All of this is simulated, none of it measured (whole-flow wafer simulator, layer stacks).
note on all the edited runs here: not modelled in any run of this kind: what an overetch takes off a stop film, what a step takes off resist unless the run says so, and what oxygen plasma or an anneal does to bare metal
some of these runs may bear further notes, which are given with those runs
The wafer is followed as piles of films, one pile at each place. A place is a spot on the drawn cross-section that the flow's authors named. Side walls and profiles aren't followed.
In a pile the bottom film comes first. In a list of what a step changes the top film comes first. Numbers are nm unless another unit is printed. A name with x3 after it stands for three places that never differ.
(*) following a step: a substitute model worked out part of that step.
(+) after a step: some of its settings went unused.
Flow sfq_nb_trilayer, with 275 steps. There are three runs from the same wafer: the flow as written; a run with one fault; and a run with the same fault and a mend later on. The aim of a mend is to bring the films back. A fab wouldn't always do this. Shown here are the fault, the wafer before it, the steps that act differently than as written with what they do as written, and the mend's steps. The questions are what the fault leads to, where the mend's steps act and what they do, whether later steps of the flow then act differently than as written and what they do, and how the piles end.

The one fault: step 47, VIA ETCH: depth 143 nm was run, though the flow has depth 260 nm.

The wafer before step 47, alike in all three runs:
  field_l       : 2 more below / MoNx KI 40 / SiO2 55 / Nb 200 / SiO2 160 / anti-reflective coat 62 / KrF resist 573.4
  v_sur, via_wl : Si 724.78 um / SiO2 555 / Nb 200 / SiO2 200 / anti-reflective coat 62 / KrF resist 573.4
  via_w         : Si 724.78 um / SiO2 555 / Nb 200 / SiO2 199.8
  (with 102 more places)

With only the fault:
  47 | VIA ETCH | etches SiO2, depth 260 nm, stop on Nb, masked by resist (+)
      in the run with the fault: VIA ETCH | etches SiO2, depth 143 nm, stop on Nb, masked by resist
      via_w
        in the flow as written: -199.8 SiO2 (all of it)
        in the run with the fault: -143 SiO2
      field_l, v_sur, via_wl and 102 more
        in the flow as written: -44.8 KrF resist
        in the run with the fault: -24.7 KrF resist
  Steps later in the flow that act otherwise than as written (not shown: 3 more steps that differ only slightly, by at most 2% or 0.5 nm, whichever is larger):
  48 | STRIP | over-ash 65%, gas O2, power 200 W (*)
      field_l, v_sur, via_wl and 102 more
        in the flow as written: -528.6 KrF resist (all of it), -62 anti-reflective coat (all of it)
        in the run with the fault: -548.8 KrF resist (all of it), -62 anti-reflective coat (all of it)
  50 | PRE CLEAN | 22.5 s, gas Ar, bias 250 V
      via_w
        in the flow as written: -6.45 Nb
        in the run with the fault: -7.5 SiO2
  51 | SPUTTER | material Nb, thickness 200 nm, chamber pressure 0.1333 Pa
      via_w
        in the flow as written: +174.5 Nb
        in the run with the fault: +185.8 Nb (new film)
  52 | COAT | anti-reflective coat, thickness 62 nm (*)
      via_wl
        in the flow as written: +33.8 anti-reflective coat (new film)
        in the run with the fault: +35.5 anti-reflective coat (new film)
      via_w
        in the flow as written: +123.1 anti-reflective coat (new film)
        in the run with the fault: +110.2 anti-reflective coat (new film)
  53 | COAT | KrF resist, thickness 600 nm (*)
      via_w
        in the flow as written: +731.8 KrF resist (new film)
        in the run with the fault: +686.4 KrF resist (new film)
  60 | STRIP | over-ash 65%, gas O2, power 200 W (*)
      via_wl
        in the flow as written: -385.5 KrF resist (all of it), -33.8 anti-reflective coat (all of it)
        in the run with the fault: -390.6 KrF resist (all of it), -35.5 anti-reflective coat (all of it)
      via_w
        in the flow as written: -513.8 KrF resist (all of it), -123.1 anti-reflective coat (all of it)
        in the run with the fault: -468.6 KrF resist (all of it), -110.2 anti-reflective coat (all of it)
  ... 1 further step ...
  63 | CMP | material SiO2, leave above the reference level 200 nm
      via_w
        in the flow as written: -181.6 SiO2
        in the run with the fault: -157.1 SiO2
  At via_w, the piles at the end differ from the flow's by more than 2% or 0.5 nm, whichever is larger.
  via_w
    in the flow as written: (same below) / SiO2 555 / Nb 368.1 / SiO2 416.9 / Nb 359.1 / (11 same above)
    in the run with the fault: (same below) / SiO2 555 / Nb 200 / SiO2 49.3 / Nb 185.8 / SiO2 349.8 / Nb 359.1 / (11 same above)

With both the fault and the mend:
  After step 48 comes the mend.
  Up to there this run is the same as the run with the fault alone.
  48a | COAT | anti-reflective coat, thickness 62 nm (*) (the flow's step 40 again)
      p4_fl x3, p4_w1 x9, p4_g1 x2 and 63 more
        +62 anti-reflective coat (new film)
      jj_sur, ce_l, c5j and 9 more
        +61.8 anti-reflective coat (new film)
      ln_m5, lsp_m, ln_m6, lsp_r, l0_sur, l0v
        +61.9 anti-reflective coat (new film)
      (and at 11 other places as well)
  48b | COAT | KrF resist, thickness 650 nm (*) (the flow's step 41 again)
      p4_fl x3, p4_w1 x9, p4_g1 x2 and 63 more
        +650 KrF resist (new film)
      res, r_end, moat and 8 more
        +649.6 KrF resist (new film)
      ce_l, c5j, ce_r
        +649.4 KrF resist (new film)
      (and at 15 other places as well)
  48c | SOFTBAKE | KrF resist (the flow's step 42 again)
      alters no film at any place that is followed
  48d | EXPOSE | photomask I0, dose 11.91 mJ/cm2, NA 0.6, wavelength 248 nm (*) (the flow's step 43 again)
      alters no film at any place that is followed
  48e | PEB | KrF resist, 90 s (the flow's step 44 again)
      be_sur, gap, jj_sur and 94 more
        -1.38 KrF resist
      field_l, v_sur, via_sp
        -1.36 KrF resist
      via_v, wire, be
        -1.37 KrF resist
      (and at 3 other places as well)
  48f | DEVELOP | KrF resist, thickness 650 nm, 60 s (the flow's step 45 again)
      field_l, v_sur, via_wl and 102 more
        -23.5 KrF resist
      via_w
        -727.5 KrF resist (all of it)
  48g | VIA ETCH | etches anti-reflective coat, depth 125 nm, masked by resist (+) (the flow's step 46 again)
      field_l, v_sur, via_wl and 102 more
        -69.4 KrF resist
      via_w
        -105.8 anti-reflective coat (all of it), -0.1 SiO2
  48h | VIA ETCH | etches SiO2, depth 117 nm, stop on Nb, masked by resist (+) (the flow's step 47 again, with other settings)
      field_l, v_sur, via_wl and 102 more
        -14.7 KrF resist
      via_w
        -56.7 SiO2 (all of it)
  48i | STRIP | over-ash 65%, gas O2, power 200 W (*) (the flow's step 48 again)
      p4_fl x3, p4_w1 x9, p4_g1 x2 and 63 more
        -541 KrF resist (all of it), -62 anti-reflective coat (all of it)
      ln_m5, lsp_m, ln_m6, lsp_r, l0_sur
        -540.6 KrF resist (all of it), -61.9 anti-reflective coat (all of it)
      r_end, moat, field_r, lsp_l
        -540.6 KrF resist (all of it), -61.8 anti-reflective coat (all of it)
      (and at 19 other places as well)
  None of the later steps of the flow differs from how it acts as written, at any place that is followed, by more than 2% or 0.5 nm, whichever is larger.
  At the end the piles are close to the flow's at the places that both follow, differing by at most 2% or 0.5 nm, whichever is larger.
